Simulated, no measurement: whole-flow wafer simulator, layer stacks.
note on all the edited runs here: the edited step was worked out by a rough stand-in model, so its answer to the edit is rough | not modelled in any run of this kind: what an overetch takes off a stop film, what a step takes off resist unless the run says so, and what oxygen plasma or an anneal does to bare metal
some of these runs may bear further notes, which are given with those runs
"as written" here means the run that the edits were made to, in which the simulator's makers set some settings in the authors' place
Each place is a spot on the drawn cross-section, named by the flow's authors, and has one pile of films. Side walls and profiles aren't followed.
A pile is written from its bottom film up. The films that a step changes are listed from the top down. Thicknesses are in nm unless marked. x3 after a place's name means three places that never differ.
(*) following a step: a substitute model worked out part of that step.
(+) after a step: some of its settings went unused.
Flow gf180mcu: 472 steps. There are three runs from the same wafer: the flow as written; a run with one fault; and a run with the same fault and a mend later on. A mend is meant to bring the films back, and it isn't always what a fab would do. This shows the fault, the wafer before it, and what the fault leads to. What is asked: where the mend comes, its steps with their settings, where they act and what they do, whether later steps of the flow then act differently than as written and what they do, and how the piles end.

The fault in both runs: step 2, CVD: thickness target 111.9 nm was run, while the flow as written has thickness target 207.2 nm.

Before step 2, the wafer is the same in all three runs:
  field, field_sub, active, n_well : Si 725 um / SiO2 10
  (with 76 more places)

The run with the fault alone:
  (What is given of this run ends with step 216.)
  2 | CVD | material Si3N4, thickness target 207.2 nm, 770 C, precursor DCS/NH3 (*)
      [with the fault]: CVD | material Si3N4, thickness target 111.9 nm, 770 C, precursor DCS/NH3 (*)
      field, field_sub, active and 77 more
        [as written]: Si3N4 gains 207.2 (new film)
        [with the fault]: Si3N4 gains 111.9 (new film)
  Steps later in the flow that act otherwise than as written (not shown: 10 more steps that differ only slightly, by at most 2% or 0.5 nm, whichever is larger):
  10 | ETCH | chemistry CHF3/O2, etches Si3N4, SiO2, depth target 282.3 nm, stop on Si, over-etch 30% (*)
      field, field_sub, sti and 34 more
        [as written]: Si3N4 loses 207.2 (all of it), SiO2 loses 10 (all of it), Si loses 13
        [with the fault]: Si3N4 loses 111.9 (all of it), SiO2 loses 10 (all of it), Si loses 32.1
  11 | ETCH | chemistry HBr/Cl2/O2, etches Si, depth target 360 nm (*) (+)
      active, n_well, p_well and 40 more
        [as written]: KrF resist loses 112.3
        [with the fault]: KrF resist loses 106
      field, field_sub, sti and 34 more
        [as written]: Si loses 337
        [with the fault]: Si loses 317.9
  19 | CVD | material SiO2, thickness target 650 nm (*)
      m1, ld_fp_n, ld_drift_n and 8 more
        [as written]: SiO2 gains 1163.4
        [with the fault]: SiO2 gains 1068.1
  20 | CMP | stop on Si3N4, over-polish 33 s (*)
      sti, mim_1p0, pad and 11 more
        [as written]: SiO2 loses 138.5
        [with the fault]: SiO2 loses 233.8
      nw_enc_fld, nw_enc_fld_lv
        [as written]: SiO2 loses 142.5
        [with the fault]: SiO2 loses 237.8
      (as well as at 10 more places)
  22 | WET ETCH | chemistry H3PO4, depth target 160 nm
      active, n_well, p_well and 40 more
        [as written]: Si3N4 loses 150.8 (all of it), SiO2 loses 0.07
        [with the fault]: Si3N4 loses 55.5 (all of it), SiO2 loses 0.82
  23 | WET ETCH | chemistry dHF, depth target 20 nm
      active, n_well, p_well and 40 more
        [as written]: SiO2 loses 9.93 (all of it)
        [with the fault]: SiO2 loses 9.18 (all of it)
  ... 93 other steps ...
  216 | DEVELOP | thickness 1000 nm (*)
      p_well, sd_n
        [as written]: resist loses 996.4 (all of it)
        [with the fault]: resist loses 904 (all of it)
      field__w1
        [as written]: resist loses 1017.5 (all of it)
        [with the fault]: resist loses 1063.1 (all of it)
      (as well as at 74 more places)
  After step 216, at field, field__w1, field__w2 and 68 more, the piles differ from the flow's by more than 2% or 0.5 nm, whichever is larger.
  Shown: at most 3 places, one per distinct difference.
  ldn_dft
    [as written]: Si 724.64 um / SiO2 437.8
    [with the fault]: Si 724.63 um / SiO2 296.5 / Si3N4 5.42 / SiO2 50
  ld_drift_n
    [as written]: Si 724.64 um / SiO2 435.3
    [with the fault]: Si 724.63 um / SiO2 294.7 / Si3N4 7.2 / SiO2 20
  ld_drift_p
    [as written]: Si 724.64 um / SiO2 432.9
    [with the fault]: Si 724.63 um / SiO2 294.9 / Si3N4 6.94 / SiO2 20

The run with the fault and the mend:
  The mend stands after step 9.
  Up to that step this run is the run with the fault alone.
  9a | STRIP | chemistry O2/N2, power 2160 W, pressure 1700 mTorr (*)
      active, n_well, p_well and 40 more
        KrF resist loses 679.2 (all of it)
  9b | CVD | material Si3N4, thickness target 95.29 nm, 770 C, precursor DCS/NH3 (*) (the flow's step 2 again, with other settings)
      field, field_sub, active and 77 more
        Si3N4 gains 95.3
  9c | HMDS | 120 C, 60 s (the flow's step 4 again)
      alters no film at any place that is followed
  9d | COAT | KrF resist, thickness 700 nm (the flow's step 5 again)
      field, field_sub, active and 77 more
        KrF resist gains 700 (new film)
  9e | SOFTBAKE | KrF resist (the flow's step 6 again)
      alters no film at any place that is followed
  9f | EXPOSE | photomask COMP (the flow's step 7 again)
      alters no film at any place that is followed
  9g | PEB | KrF resist, 135 C, 90 s (the flow's step 8 again)
      field, field_sub, active and 77 more
        KrF resist loses 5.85
  9h | DEVELOP | thickness 700 nm, 60 s (the flow's step 9 again)
      active, n_well, p_well and 40 more
        KrF resist loses 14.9
      field, field_sub, sti and 34 more
        KrF resist loses 694.2 (all of it)
  Later steps of the flow that are run all act as written at every place that is followed, up to a difference of at most 2% or 0.5 nm, whichever is larger.
  The piles end the same as the flow's at every place that both follow.
